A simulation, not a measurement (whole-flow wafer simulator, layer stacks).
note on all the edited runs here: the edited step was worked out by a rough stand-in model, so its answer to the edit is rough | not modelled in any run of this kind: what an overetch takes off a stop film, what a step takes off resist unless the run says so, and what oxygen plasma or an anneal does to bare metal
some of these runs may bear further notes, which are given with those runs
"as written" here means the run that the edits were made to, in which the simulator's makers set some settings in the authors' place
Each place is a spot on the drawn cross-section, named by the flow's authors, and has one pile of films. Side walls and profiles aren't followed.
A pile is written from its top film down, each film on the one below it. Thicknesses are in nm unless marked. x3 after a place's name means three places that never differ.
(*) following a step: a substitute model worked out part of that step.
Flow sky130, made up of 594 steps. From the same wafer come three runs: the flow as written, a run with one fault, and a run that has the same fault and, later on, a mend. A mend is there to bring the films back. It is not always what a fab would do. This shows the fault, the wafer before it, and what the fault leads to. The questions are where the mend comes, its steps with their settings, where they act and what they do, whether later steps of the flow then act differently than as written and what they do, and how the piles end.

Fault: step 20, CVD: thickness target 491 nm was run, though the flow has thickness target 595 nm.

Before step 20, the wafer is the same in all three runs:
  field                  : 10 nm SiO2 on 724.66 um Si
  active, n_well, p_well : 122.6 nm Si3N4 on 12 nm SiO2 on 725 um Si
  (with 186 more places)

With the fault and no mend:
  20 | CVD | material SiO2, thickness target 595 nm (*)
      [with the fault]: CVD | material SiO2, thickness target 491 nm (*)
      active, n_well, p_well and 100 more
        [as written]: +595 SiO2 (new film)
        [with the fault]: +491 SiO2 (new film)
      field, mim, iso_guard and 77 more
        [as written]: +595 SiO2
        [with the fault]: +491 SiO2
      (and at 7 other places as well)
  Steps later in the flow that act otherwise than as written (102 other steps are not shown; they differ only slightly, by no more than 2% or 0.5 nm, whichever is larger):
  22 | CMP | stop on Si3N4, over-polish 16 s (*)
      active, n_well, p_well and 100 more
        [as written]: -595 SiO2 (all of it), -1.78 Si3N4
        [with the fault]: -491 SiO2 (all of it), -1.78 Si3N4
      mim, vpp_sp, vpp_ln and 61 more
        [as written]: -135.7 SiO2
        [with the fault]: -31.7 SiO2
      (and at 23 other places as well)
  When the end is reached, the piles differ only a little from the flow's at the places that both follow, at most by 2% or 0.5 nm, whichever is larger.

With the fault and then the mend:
  After step 20 comes the mend.
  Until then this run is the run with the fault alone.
  20a | CVD | material SiO2, thickness target 104 nm (*) (the flow's step 20, run once more with other settings)
      field, active, n_well and 187 more
        +104 SiO2
  None of the later steps of the flow acts differently than as written at any place that is followed.
  The piles end the same as the flow's at every place that both follow.
